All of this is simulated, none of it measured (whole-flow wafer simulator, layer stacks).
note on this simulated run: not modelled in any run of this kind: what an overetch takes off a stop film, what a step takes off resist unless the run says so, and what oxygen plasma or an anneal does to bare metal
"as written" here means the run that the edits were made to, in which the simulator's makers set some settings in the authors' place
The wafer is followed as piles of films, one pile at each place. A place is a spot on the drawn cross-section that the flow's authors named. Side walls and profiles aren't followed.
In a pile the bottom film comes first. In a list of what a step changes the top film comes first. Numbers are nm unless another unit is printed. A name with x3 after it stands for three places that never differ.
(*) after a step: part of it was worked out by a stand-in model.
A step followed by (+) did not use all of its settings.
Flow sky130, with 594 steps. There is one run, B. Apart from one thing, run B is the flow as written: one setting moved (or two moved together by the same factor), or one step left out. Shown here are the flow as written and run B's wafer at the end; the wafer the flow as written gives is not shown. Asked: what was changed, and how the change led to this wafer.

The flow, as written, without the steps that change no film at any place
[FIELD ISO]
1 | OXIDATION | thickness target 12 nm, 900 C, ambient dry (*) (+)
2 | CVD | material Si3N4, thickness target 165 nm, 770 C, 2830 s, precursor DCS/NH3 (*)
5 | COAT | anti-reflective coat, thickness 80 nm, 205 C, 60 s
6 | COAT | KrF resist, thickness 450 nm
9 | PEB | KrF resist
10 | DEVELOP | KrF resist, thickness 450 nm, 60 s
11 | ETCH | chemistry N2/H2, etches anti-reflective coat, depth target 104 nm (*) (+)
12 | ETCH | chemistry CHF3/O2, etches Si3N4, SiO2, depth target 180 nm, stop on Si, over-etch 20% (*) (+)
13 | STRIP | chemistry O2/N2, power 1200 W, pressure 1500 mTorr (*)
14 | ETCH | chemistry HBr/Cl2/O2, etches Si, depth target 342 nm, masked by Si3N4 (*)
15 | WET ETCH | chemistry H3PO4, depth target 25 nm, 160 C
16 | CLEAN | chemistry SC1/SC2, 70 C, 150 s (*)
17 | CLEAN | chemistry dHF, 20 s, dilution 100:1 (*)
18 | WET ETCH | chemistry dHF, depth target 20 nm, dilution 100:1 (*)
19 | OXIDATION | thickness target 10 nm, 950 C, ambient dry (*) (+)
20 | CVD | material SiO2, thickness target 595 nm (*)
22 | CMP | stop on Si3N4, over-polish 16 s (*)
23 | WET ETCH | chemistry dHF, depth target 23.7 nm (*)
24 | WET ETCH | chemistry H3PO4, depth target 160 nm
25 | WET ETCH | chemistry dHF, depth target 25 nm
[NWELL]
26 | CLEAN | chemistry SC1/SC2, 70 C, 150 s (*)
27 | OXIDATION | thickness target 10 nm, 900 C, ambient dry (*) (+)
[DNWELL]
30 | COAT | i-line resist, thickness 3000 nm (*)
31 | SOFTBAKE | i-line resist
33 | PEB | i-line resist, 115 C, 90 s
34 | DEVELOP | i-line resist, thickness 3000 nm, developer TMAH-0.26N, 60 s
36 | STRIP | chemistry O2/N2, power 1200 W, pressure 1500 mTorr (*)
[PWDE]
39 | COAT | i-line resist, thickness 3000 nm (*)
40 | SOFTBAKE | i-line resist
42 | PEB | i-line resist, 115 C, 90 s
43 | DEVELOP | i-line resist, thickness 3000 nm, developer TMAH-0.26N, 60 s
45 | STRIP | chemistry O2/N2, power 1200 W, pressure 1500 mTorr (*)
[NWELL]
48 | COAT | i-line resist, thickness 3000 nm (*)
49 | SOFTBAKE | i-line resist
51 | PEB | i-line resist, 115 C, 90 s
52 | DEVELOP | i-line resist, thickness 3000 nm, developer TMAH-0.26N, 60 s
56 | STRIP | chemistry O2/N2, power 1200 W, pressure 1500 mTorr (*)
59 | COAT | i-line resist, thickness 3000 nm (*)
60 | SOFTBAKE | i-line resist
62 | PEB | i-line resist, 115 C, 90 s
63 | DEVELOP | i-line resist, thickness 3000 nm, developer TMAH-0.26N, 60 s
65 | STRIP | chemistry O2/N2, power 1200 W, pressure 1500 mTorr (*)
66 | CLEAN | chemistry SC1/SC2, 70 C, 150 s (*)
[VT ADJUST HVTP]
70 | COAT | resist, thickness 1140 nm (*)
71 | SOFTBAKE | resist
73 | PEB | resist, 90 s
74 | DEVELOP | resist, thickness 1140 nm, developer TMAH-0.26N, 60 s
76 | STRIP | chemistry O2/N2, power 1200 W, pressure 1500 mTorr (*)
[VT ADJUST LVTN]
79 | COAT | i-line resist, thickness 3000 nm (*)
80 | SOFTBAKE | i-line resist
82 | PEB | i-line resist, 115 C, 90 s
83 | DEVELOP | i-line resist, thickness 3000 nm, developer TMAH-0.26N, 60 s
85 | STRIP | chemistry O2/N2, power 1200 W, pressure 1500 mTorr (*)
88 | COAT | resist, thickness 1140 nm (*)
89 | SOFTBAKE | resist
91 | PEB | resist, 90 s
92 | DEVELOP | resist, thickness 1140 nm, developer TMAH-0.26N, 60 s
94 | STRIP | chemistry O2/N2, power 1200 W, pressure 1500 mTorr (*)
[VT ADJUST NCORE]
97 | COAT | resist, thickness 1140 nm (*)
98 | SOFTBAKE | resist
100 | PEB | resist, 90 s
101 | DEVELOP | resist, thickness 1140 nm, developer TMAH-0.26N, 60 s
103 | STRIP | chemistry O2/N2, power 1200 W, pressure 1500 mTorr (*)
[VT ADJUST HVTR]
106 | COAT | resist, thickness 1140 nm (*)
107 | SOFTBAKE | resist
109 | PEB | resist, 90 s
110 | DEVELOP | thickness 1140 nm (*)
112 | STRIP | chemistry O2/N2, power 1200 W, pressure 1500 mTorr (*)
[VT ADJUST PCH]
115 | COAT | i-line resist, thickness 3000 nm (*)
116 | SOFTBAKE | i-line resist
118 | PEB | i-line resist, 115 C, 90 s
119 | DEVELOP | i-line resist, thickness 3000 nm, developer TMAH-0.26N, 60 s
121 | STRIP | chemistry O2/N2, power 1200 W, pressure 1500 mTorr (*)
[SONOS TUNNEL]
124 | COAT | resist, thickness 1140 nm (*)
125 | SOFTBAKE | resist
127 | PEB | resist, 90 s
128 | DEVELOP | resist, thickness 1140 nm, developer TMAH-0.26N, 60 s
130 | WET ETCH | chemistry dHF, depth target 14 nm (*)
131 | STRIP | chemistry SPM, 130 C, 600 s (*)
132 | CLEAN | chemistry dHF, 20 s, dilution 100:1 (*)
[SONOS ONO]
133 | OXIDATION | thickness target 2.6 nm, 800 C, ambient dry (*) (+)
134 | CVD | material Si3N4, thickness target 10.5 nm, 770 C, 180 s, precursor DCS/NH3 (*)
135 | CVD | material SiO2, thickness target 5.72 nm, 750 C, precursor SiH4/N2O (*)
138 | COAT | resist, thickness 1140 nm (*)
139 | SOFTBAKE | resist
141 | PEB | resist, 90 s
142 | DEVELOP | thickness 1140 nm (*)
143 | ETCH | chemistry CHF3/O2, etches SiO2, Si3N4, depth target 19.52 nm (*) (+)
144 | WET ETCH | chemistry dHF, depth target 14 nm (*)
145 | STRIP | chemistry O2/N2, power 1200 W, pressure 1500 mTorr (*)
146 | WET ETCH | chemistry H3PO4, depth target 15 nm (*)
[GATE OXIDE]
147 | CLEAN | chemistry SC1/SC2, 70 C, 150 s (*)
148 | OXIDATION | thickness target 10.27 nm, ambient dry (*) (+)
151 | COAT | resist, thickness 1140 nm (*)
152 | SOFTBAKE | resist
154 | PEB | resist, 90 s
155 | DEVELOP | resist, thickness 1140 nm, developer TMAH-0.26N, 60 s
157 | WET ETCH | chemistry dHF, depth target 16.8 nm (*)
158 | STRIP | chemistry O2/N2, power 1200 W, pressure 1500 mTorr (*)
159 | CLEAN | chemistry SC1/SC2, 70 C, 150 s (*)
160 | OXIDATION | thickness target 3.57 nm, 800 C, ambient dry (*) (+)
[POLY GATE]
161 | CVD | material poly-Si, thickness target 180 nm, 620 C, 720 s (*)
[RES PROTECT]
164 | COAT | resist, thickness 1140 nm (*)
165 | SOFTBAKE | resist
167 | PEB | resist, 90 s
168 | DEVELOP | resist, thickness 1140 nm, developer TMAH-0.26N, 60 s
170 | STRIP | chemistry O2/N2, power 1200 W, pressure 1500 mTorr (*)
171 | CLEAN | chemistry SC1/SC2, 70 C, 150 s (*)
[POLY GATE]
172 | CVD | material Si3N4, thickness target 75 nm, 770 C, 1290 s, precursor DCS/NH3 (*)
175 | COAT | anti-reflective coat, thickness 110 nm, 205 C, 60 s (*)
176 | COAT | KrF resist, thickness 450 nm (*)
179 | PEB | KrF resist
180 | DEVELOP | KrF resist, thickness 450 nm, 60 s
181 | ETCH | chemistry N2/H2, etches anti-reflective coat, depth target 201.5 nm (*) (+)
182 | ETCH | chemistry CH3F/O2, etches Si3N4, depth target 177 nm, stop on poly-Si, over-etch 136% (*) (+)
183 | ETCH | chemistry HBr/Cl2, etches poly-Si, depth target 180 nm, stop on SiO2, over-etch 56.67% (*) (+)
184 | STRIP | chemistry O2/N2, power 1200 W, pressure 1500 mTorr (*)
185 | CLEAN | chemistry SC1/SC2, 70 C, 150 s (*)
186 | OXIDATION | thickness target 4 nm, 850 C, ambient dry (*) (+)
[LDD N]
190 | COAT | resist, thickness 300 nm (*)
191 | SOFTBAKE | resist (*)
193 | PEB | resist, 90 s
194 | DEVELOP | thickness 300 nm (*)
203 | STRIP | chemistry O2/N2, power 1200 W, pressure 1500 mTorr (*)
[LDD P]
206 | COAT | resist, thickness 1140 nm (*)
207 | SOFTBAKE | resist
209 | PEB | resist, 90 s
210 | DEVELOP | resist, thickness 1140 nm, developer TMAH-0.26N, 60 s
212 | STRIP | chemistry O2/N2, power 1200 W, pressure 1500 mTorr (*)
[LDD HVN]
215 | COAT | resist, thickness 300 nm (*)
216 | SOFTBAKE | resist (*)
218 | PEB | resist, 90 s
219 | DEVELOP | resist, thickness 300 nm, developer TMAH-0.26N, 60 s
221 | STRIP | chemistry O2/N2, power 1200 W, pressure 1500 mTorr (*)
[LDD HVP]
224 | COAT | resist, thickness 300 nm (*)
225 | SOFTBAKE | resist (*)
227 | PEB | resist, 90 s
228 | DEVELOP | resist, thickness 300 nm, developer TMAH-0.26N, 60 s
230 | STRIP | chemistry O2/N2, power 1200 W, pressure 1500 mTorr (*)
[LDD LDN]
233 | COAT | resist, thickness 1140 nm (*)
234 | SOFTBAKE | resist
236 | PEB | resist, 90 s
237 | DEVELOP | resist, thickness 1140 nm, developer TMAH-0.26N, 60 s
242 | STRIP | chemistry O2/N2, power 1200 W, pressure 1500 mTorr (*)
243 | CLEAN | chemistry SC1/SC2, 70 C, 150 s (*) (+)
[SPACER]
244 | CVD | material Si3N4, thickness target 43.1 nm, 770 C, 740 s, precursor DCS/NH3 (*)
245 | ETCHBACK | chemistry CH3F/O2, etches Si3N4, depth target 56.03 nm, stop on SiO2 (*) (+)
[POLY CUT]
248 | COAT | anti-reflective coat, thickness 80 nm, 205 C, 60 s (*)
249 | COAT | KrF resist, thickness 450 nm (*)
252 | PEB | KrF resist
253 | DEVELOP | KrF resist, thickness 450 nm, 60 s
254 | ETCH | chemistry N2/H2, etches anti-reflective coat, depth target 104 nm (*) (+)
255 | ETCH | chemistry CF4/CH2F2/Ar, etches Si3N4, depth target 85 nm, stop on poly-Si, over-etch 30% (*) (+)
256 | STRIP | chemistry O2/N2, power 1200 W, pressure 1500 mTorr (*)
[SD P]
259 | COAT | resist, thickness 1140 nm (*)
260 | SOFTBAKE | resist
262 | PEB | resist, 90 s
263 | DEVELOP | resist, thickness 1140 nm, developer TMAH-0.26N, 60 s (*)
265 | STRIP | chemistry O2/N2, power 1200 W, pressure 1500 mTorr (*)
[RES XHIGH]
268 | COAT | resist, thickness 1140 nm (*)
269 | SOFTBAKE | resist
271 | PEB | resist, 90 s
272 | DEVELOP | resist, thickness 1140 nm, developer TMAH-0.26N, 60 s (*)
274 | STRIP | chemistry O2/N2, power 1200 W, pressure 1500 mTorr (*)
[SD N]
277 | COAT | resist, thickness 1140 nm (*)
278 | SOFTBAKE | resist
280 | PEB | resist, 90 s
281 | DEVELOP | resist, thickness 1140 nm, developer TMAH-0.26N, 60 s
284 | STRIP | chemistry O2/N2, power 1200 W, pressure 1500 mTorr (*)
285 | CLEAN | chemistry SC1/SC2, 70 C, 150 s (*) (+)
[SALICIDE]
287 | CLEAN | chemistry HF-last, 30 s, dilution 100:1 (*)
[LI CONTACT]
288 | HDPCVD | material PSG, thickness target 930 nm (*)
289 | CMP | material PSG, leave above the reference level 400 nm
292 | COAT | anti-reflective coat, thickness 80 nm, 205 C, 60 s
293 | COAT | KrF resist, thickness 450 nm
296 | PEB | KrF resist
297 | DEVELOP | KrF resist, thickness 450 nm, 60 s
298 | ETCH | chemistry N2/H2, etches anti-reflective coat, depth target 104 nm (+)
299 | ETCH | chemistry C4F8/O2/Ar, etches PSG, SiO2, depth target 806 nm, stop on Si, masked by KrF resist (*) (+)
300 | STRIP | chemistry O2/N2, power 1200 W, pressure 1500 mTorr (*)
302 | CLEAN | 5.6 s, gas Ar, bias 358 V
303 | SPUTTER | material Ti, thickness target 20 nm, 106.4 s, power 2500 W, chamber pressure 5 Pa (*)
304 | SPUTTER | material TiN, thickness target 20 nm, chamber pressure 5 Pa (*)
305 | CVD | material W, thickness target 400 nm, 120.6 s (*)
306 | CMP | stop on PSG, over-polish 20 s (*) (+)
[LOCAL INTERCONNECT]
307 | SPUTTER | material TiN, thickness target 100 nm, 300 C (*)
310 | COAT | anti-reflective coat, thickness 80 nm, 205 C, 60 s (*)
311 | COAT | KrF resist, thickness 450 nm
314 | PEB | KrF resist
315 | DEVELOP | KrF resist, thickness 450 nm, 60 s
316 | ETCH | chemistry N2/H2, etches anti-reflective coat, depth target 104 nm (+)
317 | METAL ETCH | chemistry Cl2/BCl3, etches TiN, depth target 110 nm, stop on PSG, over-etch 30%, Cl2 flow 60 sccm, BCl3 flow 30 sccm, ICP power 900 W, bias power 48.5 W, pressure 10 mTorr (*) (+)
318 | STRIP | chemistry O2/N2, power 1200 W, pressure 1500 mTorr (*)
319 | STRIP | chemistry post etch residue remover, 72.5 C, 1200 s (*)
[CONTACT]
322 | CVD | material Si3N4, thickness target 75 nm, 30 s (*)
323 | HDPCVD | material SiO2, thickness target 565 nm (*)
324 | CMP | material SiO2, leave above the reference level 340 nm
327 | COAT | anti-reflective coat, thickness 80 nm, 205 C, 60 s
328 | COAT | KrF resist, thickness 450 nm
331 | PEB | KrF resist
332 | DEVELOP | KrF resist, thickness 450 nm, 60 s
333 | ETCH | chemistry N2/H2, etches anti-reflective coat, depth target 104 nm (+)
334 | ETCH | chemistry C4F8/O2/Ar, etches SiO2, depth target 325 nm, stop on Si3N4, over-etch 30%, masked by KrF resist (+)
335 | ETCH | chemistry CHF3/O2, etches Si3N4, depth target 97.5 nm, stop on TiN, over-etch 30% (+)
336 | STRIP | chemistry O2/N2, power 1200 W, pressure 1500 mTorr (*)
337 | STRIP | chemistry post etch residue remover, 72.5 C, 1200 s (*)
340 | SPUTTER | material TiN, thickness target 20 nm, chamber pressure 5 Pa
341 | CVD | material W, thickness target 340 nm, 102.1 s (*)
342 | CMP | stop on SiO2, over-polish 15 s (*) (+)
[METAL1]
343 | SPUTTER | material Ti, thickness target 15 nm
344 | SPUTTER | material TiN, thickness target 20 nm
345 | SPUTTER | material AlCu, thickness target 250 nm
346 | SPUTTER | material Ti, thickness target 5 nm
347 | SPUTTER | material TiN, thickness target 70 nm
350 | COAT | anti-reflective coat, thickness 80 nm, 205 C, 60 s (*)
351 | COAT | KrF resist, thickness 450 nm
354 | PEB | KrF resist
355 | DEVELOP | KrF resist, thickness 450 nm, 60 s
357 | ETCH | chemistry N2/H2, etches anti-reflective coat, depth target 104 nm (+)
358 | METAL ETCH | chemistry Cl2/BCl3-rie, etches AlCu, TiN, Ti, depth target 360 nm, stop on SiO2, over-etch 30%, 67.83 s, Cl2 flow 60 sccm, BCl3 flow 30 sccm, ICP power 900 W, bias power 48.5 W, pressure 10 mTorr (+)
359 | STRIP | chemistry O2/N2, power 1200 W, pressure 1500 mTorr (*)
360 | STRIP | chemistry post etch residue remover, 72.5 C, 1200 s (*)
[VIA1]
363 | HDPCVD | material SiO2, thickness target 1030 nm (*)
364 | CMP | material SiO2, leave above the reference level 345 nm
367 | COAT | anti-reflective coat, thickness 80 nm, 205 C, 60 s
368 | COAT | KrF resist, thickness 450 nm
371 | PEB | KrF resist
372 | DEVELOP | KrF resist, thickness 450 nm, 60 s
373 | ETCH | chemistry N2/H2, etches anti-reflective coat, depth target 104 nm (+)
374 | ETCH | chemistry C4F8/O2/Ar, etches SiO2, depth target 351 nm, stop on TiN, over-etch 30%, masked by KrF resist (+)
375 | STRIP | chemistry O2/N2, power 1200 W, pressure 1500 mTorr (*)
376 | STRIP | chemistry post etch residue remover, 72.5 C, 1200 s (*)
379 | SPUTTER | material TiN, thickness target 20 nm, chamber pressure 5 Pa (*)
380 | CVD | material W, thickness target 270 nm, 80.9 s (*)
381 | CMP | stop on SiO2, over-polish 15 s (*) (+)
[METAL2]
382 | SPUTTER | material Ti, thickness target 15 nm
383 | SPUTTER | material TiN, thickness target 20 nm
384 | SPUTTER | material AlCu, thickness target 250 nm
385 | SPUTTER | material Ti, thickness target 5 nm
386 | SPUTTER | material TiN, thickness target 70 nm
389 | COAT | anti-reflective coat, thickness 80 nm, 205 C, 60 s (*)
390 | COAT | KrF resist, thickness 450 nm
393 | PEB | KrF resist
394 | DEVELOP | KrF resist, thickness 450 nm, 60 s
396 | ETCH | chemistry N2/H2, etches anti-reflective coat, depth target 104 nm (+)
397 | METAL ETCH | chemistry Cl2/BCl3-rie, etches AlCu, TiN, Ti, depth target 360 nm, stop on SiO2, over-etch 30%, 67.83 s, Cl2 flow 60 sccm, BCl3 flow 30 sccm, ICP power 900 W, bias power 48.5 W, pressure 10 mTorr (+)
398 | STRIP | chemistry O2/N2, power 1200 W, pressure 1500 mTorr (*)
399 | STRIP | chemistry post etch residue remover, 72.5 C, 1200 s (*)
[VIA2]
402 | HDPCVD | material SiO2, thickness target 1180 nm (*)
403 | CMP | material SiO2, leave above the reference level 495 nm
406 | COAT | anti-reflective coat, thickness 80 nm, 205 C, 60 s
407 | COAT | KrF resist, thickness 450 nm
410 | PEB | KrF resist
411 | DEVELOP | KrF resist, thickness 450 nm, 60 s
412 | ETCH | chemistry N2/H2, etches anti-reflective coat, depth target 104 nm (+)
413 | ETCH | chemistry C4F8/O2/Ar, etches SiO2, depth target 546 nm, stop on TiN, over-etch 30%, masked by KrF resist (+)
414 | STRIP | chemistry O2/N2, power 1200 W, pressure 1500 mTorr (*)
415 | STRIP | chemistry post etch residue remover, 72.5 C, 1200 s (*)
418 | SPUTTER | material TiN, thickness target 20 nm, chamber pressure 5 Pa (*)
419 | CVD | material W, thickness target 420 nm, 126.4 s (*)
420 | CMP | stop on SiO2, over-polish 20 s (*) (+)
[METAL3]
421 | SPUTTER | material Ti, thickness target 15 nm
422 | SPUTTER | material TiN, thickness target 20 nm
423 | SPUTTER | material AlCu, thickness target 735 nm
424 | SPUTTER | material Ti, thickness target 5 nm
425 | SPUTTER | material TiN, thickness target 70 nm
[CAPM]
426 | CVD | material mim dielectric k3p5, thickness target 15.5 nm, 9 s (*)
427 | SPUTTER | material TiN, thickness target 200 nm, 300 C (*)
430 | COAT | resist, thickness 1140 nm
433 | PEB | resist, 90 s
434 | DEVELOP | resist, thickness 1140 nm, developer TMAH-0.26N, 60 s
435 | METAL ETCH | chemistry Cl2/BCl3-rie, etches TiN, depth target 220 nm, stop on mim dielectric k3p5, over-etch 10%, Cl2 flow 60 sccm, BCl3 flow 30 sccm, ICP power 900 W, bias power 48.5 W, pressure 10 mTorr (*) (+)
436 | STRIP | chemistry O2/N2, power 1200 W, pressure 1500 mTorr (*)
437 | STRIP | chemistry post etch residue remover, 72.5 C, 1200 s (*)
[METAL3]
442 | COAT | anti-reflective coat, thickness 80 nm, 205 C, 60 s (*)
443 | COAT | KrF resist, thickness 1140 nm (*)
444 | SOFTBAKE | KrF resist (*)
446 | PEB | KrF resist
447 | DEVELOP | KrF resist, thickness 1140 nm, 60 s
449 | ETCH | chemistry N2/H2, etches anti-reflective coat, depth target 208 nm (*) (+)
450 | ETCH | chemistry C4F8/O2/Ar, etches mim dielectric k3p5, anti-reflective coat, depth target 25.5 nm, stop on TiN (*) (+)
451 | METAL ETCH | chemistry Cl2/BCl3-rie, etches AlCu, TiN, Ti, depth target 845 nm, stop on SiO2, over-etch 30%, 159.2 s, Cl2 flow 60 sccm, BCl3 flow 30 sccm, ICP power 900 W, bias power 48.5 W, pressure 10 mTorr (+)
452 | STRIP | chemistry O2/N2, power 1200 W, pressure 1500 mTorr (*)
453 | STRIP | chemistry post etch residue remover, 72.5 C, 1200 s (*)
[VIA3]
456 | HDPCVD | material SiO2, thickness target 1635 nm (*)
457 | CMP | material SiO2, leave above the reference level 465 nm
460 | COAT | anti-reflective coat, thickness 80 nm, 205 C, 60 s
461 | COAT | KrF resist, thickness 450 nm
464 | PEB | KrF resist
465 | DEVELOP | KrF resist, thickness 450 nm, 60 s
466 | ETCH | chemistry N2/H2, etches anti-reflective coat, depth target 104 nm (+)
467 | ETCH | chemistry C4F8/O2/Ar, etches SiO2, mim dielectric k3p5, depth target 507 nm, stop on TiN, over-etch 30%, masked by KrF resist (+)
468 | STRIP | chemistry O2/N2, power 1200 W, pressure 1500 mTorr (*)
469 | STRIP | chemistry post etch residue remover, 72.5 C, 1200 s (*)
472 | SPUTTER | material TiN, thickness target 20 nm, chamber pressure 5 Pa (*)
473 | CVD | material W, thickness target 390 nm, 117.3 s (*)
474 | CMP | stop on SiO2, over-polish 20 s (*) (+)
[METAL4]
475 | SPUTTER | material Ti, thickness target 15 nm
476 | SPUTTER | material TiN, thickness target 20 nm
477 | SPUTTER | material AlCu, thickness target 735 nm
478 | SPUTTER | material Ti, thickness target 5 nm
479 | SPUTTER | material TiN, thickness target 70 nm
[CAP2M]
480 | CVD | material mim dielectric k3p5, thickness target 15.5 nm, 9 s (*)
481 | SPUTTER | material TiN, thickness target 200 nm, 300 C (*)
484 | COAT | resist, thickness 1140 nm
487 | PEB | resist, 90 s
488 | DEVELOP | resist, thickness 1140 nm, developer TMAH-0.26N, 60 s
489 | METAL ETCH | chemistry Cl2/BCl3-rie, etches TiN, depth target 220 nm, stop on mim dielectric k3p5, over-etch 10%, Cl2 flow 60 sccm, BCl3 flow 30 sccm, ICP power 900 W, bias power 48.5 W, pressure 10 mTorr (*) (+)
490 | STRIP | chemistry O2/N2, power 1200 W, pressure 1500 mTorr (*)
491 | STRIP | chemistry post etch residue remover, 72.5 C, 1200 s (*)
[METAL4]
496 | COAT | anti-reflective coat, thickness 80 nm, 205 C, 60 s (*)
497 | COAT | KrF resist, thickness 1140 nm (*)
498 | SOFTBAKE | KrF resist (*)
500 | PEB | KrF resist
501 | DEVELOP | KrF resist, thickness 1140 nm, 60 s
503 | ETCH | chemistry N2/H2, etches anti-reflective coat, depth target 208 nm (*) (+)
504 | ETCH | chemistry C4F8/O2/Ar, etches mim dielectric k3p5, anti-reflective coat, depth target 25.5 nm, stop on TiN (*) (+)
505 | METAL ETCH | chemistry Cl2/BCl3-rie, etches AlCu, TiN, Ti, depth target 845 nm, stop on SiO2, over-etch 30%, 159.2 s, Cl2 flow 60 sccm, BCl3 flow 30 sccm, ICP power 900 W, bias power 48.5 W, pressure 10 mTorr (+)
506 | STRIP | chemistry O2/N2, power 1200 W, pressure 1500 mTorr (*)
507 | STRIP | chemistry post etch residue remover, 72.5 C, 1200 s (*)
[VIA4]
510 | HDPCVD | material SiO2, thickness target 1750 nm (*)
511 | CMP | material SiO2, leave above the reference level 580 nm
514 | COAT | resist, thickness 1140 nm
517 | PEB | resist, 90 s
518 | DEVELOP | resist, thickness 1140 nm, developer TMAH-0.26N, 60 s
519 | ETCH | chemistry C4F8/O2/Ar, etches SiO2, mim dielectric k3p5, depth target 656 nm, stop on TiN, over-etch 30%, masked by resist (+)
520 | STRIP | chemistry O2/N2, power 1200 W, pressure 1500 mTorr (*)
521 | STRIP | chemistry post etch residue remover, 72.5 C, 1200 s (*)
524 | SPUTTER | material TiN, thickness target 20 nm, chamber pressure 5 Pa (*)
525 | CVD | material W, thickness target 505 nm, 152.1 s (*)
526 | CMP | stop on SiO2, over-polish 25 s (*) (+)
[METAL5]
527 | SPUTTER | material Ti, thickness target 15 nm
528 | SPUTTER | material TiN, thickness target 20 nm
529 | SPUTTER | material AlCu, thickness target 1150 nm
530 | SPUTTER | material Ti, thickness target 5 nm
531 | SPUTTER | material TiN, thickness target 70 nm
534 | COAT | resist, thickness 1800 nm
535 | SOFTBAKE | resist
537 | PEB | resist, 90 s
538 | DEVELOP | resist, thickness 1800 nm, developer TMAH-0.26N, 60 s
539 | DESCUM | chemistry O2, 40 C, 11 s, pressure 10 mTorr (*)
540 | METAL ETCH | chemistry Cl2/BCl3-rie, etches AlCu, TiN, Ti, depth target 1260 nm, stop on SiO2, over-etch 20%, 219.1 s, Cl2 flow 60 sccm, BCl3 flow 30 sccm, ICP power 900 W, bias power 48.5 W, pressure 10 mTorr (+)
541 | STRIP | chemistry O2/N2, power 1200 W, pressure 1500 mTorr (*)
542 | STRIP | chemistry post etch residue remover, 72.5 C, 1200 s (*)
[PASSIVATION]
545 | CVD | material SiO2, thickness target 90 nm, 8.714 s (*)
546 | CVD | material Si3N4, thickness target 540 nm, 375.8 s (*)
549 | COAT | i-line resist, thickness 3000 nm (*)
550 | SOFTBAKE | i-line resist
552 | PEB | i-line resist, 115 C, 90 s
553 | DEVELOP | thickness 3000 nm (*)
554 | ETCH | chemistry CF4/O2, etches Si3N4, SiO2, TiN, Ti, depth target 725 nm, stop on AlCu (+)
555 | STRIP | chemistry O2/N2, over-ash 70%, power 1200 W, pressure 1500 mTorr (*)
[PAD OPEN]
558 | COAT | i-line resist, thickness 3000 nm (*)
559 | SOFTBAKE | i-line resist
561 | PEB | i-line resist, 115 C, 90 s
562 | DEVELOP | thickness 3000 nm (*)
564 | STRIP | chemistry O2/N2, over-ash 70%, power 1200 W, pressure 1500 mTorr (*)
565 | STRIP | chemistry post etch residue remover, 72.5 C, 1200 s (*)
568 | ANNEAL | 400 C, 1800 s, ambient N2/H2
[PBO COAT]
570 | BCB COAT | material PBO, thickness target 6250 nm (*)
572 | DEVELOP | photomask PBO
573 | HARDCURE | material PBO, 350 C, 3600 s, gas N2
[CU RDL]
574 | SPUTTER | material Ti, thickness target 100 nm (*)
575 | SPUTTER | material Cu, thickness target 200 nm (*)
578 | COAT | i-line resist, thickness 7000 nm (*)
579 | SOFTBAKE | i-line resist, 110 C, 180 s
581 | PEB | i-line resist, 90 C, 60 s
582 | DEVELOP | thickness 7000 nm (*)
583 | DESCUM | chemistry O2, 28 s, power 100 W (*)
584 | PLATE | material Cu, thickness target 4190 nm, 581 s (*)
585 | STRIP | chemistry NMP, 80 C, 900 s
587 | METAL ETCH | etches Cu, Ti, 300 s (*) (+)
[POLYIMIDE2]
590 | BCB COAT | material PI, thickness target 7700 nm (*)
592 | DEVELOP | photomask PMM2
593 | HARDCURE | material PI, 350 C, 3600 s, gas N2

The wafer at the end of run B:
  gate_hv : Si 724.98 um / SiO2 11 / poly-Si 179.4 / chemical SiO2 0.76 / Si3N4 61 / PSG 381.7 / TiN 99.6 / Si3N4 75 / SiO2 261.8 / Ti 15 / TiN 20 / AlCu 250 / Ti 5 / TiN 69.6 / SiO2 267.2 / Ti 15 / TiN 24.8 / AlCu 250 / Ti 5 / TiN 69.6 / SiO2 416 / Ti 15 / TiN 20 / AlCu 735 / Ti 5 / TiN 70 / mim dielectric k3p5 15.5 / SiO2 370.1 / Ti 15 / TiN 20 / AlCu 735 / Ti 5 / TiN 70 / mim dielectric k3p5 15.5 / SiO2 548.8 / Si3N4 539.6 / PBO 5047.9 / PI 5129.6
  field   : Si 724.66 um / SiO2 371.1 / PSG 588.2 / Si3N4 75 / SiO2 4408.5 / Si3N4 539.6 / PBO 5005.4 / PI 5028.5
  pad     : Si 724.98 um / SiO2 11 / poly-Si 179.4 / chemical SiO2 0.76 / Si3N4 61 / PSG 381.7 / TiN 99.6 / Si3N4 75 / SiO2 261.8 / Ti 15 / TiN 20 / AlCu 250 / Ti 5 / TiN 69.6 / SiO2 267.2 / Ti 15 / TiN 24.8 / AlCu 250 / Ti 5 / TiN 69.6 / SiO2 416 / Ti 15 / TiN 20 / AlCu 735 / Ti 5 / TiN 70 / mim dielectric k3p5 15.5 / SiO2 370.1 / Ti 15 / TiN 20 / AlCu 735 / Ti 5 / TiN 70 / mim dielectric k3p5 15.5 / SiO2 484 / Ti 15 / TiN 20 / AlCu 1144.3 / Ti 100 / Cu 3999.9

What caused this: step 383, SPUTTER: thickness target 24.8 nm was run, while the flow as written has thickness target 20 nm.
The wafer itself shows it: gate_hv has TiN 24.8, and step 383 as written asks for 20 nm.

How this came from the change, step by step:
  383 | SPUTTER | material TiN, thickness target 20 nm
      field, active, n_well and 188 more: +24.8 TiN (new film) (as written it would have been: +20 TiN (new film))
  397 | METAL ETCH | chemistry Cl2/BCl3-rie, etches AlCu, TiN, Ti, depth target 360 nm, stop on SiO2, over-etch 30%, 67.83 s, Cl2 flow 60 sccm, BCl3 flow 30 sccm, ICP power 900 W, bias power 48.5 W, pressure 10 mTorr (+)
      field, active, gate and 82 more: -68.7 TiN (all of it), -5 Ti (all of it), -250 AlCu (all of it), -24.8 TiN (all of it), -15 Ti (all of it), -10.5 SiO2 (as written it would have been: -68.7 TiN (all of it), -5 Ti (all of it), -250 AlCu (all of it), -20 TiN (all of it), -15 Ti (all of it), -10.9 SiO2)
